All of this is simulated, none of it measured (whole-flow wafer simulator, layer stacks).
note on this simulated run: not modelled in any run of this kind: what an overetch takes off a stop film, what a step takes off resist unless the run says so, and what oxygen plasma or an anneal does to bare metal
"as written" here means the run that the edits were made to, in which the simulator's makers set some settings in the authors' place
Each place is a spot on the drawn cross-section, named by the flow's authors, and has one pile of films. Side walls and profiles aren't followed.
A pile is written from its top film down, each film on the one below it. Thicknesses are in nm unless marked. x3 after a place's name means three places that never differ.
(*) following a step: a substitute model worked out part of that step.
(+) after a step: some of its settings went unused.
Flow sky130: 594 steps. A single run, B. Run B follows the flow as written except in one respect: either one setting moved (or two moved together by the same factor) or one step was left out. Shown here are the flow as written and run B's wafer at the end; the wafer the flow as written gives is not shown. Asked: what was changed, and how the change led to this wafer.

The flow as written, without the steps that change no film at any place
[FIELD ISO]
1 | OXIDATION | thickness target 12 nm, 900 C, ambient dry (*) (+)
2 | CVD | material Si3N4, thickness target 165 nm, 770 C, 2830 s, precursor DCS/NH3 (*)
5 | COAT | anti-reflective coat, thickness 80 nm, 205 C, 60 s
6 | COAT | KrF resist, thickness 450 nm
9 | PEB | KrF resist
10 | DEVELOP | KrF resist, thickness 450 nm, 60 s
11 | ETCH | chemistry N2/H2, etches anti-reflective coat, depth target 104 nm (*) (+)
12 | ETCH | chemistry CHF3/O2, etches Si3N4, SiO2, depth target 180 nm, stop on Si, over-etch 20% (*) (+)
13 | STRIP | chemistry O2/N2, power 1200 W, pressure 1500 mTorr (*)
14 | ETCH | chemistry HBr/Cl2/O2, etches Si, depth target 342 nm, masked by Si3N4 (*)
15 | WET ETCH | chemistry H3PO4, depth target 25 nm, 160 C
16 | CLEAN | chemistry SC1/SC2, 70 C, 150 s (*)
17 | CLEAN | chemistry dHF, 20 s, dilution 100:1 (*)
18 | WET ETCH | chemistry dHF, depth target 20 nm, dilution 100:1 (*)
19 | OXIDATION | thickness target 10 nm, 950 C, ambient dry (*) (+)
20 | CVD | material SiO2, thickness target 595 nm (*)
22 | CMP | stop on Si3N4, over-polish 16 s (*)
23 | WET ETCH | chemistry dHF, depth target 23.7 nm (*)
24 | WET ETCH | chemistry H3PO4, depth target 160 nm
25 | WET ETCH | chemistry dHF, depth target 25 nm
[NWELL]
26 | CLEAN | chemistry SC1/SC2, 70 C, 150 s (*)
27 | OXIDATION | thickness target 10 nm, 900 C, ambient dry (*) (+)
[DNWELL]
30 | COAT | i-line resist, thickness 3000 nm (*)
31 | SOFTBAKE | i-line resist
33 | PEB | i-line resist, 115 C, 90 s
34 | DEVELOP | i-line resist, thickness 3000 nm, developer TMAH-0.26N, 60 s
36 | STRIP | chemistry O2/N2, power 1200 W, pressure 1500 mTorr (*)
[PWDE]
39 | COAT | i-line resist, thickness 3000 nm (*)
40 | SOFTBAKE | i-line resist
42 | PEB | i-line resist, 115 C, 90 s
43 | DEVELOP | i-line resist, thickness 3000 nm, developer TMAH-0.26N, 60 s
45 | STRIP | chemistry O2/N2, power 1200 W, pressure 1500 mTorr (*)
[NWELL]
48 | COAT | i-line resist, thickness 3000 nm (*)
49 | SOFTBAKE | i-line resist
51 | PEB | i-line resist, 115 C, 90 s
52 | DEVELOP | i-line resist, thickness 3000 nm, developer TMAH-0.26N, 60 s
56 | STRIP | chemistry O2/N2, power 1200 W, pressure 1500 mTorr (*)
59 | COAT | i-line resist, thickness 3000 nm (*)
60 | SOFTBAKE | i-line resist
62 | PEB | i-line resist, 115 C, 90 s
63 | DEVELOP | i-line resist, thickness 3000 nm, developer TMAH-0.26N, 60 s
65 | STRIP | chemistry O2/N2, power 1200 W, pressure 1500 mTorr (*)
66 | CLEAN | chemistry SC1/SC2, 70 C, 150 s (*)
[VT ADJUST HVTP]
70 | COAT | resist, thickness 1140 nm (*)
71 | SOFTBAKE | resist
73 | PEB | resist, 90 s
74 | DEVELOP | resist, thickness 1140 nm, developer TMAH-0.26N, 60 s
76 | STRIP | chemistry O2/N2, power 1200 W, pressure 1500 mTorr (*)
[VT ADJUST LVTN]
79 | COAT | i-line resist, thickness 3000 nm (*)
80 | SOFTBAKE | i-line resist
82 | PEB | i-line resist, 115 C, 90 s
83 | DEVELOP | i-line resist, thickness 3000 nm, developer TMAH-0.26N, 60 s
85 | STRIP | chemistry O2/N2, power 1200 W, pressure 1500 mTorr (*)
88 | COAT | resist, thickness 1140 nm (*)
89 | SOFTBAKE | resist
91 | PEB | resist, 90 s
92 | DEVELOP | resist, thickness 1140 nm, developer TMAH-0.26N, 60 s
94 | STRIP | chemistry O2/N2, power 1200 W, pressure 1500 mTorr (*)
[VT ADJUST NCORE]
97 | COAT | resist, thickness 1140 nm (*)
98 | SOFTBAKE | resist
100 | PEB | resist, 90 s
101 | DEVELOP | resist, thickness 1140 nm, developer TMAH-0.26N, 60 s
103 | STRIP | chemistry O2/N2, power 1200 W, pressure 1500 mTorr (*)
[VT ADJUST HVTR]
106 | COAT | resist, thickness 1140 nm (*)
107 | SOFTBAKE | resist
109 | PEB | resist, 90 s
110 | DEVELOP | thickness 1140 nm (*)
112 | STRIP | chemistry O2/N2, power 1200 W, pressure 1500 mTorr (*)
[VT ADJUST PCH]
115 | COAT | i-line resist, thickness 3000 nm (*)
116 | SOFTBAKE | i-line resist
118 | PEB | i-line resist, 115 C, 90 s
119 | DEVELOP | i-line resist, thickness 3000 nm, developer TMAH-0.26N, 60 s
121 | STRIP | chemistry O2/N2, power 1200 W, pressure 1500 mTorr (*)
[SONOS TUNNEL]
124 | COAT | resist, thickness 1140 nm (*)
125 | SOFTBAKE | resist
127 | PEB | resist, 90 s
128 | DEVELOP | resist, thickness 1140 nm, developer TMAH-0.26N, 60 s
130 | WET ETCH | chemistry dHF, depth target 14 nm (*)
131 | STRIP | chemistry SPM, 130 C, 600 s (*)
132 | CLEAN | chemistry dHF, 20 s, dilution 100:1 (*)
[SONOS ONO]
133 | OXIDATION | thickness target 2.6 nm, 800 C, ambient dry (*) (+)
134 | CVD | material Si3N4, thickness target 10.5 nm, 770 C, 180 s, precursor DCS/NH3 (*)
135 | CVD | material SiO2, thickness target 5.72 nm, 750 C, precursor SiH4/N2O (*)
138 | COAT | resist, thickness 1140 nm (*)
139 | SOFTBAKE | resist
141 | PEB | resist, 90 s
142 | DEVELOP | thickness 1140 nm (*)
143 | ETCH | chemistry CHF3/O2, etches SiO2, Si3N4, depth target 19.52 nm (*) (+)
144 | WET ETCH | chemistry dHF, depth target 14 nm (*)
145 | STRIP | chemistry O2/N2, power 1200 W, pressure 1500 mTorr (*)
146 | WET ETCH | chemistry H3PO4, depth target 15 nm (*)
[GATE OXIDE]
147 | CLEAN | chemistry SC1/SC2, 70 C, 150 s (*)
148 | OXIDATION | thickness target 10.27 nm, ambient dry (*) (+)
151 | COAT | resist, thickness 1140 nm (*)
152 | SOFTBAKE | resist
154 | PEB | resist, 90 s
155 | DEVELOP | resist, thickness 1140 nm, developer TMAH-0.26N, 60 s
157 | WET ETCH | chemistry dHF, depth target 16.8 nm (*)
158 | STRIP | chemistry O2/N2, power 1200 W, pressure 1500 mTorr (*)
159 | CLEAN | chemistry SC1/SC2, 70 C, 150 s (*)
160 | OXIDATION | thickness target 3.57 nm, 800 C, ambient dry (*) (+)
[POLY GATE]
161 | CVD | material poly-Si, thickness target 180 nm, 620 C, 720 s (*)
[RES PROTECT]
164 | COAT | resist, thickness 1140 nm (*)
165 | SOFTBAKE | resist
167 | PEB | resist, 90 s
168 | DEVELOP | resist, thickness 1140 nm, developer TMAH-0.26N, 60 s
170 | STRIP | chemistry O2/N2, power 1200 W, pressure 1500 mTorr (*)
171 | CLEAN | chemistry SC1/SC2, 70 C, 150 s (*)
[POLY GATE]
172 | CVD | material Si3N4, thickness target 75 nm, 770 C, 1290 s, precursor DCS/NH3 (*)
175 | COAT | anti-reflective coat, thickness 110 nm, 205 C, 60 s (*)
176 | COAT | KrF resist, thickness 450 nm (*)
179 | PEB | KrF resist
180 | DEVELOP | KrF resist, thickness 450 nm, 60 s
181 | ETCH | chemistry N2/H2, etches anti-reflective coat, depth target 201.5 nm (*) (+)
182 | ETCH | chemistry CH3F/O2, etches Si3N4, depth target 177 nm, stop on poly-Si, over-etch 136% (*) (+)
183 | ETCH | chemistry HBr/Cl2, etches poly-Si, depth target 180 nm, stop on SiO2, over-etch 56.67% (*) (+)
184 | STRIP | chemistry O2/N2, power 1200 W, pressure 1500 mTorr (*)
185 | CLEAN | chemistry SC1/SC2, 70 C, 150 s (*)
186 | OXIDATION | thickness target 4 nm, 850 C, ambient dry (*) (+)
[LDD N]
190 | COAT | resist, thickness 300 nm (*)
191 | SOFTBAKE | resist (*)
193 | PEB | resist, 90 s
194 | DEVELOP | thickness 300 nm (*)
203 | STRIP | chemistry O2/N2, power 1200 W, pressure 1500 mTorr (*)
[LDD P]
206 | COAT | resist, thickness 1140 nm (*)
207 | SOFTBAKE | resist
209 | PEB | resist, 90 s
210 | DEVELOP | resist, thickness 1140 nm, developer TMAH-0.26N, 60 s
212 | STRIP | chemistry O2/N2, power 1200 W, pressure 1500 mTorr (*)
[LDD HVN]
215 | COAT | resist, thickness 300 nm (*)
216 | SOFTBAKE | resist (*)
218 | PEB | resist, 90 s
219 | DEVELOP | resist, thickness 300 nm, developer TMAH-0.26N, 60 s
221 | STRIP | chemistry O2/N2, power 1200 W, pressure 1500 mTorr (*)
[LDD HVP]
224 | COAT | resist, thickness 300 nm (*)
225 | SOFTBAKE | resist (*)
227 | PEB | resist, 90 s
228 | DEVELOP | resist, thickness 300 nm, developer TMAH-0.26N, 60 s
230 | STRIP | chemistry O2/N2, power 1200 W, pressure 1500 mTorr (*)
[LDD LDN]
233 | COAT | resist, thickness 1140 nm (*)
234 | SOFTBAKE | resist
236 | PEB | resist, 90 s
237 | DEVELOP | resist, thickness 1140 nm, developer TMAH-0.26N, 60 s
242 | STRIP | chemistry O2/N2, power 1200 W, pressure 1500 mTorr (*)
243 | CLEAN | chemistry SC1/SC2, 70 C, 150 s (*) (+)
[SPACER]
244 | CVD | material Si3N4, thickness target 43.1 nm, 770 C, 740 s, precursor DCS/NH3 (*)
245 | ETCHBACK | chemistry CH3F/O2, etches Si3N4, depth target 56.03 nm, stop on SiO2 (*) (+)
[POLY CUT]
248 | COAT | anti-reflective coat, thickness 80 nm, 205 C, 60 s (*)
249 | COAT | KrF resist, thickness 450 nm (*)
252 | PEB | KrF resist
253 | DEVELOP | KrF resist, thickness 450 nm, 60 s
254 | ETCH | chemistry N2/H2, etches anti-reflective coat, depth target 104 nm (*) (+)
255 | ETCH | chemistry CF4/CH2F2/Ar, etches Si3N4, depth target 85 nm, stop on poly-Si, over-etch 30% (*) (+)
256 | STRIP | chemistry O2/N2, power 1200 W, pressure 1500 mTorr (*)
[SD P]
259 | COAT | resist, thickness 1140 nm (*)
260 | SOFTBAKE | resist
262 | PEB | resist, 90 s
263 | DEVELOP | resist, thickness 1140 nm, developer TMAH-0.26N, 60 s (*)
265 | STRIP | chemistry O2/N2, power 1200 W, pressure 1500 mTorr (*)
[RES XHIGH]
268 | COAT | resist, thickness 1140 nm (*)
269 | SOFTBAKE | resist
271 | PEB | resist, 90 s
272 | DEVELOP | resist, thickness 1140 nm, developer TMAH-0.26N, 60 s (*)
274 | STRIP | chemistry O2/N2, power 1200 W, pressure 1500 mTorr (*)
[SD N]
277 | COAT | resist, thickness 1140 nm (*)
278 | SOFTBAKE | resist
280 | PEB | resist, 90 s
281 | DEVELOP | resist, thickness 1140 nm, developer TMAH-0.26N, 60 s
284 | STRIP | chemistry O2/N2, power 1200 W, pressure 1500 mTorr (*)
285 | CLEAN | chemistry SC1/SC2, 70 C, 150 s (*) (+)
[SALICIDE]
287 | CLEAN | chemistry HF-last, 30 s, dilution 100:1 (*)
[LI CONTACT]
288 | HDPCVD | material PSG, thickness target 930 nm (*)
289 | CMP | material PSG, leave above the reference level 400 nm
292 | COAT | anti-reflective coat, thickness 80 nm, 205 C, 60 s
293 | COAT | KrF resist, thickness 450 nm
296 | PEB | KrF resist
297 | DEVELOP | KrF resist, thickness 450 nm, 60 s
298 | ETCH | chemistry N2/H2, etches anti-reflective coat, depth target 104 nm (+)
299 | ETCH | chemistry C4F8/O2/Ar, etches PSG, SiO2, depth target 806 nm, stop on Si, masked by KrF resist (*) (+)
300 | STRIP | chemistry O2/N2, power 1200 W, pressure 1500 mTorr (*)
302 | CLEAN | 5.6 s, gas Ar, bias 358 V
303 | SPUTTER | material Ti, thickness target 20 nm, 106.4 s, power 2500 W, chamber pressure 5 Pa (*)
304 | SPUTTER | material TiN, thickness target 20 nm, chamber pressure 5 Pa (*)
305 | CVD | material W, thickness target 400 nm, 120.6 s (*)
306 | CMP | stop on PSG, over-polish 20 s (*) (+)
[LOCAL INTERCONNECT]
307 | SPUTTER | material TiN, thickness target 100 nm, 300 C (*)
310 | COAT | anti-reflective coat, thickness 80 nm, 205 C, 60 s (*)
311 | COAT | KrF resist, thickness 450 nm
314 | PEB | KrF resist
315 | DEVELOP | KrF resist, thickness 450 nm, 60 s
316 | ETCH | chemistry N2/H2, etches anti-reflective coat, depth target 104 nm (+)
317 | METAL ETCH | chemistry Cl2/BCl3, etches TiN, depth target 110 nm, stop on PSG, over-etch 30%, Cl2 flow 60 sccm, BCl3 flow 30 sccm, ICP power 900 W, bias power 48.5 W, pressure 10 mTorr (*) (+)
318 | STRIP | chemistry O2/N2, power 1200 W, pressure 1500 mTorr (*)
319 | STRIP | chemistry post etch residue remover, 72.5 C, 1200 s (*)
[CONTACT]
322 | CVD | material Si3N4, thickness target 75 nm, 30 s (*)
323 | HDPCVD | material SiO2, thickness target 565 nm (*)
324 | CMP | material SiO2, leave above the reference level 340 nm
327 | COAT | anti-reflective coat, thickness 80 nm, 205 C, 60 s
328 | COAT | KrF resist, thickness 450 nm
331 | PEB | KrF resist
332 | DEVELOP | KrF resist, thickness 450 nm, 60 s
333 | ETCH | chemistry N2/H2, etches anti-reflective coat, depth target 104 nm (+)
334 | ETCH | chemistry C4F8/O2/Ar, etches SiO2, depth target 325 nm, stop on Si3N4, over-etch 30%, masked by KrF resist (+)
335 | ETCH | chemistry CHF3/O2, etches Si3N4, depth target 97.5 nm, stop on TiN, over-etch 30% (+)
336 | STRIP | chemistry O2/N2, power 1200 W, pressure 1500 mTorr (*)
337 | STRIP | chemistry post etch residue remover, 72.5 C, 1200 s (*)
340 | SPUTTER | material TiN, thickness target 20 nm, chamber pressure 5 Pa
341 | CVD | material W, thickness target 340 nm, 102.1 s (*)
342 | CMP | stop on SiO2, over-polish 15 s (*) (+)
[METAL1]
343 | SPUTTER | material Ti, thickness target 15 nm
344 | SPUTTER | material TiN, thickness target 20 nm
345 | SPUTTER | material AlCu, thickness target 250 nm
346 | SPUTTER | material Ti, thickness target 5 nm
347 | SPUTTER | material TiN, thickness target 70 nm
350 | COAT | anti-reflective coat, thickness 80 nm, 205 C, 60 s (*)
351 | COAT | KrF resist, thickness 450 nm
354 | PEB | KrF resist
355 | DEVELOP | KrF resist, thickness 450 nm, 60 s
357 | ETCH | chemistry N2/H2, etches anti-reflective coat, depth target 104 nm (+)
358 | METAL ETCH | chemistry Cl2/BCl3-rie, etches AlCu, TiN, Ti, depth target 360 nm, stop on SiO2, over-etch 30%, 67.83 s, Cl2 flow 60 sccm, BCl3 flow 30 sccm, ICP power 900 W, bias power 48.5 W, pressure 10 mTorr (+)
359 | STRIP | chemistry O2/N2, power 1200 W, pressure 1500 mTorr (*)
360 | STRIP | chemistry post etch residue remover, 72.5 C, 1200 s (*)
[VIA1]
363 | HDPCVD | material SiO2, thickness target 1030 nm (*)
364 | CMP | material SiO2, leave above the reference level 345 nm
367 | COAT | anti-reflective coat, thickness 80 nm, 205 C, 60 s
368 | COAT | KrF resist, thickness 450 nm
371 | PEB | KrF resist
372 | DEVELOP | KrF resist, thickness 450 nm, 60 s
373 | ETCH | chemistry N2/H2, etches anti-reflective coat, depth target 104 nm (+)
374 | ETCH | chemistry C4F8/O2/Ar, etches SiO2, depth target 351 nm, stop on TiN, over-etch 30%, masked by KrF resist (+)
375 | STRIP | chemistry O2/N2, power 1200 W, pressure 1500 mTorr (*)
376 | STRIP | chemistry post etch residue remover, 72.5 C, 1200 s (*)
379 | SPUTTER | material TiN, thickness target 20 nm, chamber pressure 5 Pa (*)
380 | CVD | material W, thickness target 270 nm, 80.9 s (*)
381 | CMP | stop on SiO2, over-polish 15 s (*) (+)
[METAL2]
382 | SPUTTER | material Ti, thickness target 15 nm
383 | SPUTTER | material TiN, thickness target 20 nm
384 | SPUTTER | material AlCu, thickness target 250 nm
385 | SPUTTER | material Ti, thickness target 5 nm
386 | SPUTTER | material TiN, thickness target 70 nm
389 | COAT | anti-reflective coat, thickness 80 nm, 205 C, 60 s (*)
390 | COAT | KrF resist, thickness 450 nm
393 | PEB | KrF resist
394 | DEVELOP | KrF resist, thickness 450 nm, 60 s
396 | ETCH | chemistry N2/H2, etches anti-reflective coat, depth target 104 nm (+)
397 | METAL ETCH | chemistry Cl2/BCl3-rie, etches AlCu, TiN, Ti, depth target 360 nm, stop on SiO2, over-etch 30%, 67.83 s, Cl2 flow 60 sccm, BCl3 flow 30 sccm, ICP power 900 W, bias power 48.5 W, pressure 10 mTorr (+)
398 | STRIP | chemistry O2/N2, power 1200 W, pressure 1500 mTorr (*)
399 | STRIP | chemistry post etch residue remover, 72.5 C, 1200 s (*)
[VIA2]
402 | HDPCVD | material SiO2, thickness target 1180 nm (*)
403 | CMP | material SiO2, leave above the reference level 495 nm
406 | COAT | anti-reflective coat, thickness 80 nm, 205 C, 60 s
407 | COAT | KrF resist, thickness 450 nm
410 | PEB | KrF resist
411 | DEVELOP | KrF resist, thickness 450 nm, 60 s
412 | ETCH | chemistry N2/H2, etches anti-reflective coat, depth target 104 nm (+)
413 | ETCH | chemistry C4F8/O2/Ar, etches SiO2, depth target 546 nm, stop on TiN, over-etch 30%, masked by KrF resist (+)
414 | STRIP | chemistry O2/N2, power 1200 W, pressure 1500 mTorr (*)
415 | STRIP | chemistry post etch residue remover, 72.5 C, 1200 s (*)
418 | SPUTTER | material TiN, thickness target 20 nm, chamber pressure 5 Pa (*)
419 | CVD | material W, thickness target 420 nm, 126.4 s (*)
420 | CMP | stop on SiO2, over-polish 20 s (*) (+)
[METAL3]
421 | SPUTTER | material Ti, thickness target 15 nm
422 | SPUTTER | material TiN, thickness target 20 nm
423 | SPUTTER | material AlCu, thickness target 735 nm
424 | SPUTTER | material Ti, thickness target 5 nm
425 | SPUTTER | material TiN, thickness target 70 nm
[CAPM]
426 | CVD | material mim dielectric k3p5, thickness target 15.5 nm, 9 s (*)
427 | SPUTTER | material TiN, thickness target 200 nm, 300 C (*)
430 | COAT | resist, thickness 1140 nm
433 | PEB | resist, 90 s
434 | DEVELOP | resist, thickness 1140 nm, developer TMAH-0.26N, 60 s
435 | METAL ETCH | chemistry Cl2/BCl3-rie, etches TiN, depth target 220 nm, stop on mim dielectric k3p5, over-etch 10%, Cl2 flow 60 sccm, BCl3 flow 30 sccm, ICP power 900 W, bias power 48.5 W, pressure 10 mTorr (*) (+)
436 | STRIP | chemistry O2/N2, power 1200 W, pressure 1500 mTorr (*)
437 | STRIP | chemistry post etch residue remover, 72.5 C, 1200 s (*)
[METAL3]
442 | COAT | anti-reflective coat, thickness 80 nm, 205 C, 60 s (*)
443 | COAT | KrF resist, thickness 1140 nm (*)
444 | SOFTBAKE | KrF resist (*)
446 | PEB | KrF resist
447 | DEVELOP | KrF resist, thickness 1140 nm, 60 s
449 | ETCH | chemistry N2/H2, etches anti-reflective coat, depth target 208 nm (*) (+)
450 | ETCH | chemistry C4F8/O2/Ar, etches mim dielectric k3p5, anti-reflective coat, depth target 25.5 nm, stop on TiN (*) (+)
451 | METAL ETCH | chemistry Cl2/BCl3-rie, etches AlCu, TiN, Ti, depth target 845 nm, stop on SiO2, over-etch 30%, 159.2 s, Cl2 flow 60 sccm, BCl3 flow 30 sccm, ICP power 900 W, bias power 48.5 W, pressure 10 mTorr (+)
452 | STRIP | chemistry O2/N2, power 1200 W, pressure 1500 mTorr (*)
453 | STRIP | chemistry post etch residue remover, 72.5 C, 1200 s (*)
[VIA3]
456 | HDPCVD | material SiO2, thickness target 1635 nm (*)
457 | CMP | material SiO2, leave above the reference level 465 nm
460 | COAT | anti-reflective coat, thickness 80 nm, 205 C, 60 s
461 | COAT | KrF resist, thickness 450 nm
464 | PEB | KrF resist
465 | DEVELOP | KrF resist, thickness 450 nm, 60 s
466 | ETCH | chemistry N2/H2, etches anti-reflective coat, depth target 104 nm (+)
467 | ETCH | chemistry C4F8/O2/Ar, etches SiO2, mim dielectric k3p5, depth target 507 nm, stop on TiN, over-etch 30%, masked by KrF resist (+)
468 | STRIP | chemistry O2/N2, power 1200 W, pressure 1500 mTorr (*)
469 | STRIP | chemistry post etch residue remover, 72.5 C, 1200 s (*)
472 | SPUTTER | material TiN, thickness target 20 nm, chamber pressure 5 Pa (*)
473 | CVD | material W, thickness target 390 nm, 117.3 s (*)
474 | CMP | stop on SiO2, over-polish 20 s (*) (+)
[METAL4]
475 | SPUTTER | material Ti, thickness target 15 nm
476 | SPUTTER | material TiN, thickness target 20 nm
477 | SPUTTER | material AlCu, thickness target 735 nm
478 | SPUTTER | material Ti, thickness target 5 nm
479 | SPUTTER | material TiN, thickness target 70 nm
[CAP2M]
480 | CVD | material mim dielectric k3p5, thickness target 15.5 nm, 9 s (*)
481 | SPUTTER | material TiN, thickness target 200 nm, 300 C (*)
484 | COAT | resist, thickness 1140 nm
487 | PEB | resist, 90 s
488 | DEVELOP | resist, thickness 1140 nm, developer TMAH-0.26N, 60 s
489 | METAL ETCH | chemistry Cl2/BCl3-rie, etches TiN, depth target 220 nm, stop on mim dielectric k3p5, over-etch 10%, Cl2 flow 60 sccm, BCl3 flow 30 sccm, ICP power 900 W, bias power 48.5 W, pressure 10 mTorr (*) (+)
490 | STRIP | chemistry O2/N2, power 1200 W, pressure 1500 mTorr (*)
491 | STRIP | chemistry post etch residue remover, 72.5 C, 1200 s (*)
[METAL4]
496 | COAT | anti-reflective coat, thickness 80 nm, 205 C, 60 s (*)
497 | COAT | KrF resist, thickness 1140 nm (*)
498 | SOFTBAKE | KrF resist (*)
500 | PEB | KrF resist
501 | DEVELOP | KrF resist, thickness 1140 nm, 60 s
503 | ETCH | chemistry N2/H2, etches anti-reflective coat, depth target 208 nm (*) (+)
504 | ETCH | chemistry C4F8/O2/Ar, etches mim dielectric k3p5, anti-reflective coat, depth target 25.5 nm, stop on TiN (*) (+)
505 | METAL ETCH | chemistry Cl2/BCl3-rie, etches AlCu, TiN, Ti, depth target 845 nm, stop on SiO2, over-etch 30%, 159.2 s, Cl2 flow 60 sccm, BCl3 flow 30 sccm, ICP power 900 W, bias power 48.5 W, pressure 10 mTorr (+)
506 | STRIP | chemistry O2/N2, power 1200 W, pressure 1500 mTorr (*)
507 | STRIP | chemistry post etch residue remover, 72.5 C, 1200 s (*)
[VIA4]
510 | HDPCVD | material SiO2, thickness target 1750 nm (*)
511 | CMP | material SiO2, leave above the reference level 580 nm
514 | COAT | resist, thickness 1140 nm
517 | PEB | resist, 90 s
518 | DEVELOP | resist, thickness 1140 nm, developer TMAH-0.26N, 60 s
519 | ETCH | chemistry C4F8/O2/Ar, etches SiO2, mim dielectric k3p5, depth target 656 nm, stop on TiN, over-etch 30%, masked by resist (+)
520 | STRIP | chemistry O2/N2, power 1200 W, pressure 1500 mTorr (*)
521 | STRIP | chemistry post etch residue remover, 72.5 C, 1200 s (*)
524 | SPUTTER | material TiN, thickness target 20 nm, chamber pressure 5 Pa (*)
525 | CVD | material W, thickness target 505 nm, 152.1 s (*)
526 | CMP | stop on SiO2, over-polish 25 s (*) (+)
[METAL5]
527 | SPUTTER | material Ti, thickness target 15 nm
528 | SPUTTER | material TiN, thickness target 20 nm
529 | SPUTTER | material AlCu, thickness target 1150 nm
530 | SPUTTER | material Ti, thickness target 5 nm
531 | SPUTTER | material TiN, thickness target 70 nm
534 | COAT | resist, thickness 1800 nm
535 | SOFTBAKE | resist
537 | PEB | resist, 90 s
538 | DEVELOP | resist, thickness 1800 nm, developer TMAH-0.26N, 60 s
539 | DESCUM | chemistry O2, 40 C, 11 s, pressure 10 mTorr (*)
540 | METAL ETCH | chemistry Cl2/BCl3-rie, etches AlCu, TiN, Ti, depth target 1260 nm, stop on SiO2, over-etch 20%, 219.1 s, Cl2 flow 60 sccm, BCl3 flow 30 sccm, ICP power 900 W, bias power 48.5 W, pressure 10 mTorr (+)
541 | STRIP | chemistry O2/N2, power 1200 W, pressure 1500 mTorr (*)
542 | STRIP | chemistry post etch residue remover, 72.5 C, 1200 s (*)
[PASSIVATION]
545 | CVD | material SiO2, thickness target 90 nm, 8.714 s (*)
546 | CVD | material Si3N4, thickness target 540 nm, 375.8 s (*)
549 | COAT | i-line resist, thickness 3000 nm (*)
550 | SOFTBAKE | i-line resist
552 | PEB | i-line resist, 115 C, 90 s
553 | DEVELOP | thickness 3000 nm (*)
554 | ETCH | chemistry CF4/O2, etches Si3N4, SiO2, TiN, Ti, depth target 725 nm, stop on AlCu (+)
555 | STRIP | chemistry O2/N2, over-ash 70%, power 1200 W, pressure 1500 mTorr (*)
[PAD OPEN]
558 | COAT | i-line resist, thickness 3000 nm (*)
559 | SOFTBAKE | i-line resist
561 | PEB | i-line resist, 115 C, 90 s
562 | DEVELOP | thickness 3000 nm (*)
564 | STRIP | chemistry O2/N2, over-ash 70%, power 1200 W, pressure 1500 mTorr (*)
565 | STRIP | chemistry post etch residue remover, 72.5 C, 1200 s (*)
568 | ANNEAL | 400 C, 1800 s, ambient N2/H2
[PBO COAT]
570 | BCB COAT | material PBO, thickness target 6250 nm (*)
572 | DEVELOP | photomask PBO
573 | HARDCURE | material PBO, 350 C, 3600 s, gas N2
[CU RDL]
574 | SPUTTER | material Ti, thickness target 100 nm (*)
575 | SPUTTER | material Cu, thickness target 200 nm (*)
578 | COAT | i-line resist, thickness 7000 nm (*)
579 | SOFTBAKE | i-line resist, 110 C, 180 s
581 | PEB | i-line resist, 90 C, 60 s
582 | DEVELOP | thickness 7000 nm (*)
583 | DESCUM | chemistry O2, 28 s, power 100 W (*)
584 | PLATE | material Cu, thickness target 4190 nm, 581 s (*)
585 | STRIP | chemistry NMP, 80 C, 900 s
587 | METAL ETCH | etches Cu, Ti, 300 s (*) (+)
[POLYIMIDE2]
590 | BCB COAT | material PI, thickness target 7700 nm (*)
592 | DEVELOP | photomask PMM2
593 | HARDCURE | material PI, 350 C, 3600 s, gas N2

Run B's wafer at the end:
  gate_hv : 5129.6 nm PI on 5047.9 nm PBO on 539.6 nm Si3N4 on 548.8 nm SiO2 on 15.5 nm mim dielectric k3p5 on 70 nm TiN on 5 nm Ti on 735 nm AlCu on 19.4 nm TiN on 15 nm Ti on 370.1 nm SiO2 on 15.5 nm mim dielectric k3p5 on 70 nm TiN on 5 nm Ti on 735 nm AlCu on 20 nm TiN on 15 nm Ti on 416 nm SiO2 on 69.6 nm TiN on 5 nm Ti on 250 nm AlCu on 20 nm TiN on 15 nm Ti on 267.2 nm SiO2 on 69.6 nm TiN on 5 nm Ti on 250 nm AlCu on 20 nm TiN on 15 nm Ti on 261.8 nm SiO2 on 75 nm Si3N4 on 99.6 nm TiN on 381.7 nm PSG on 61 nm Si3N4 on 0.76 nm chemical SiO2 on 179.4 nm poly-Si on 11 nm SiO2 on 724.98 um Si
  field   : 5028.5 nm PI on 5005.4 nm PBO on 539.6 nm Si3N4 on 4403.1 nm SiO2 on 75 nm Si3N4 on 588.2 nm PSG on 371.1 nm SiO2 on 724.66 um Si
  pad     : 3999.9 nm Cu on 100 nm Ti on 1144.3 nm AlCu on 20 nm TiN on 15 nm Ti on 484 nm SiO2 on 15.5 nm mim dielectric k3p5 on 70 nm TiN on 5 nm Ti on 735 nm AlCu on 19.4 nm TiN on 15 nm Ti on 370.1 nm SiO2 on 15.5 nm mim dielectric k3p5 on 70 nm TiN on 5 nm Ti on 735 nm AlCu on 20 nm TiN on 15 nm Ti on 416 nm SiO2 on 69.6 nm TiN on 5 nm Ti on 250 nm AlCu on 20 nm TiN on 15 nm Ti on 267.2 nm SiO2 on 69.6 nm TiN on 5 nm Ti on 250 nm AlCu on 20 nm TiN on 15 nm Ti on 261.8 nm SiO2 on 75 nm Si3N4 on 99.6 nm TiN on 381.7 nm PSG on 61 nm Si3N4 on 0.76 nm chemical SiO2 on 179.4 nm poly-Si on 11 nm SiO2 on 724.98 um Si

What caused this: step 476, SPUTTER: thickness target 19.4 nm was run, whereas the flow has thickness target 20 nm.
The wafer itself shows it: gate_hv has TiN 19.4, and step 476 as written asks for 20 nm.

How this came from the change, step by step:
  476 | SPUTTER | material TiN, thickness target 20 nm
      field, active, n_well and 189 more: +19.4 TiN (new film) (as written it would have been: +20 TiN (new film))
  505 | METAL ETCH | chemistry Cl2/BCl3-rie, etches AlCu, TiN, Ti, depth target 845 nm, stop on SiO2, over-etch 30%, 159.2 s, Cl2 flow 60 sccm, BCl3 flow 30 sccm, ICP power 900 W, bias power 48.5 W, pressure 10 mTorr (+)
      field, active, gate and 70 more: -70 TiN (all of it), -5 Ti (all of it), -735 AlCu (all of it), -19.4 TiN (all of it), -15 Ti (all of it), -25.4 SiO2 (as written it would have been: -70 TiN (all of it), -5 Ti (all of it), -735 AlCu (all of it), -20 TiN (all of it), -15 Ti (all of it), -25.4 SiO2)
      vpp_iso1, mim_edge_plate, m1_ln and 12 more: -70 TiN (all of it), -5 Ti (all of it), -735 AlCu (all of it), -19.4 TiN (all of it), -15 Ti (all of it), -25.4 SiO2 (as written it would have been: -70 TiN (all of it), -5 Ti (all of it), -735 AlCu (all of it), -20 TiN (all of it), -15 Ti (all of it), -25.3 SiO2)
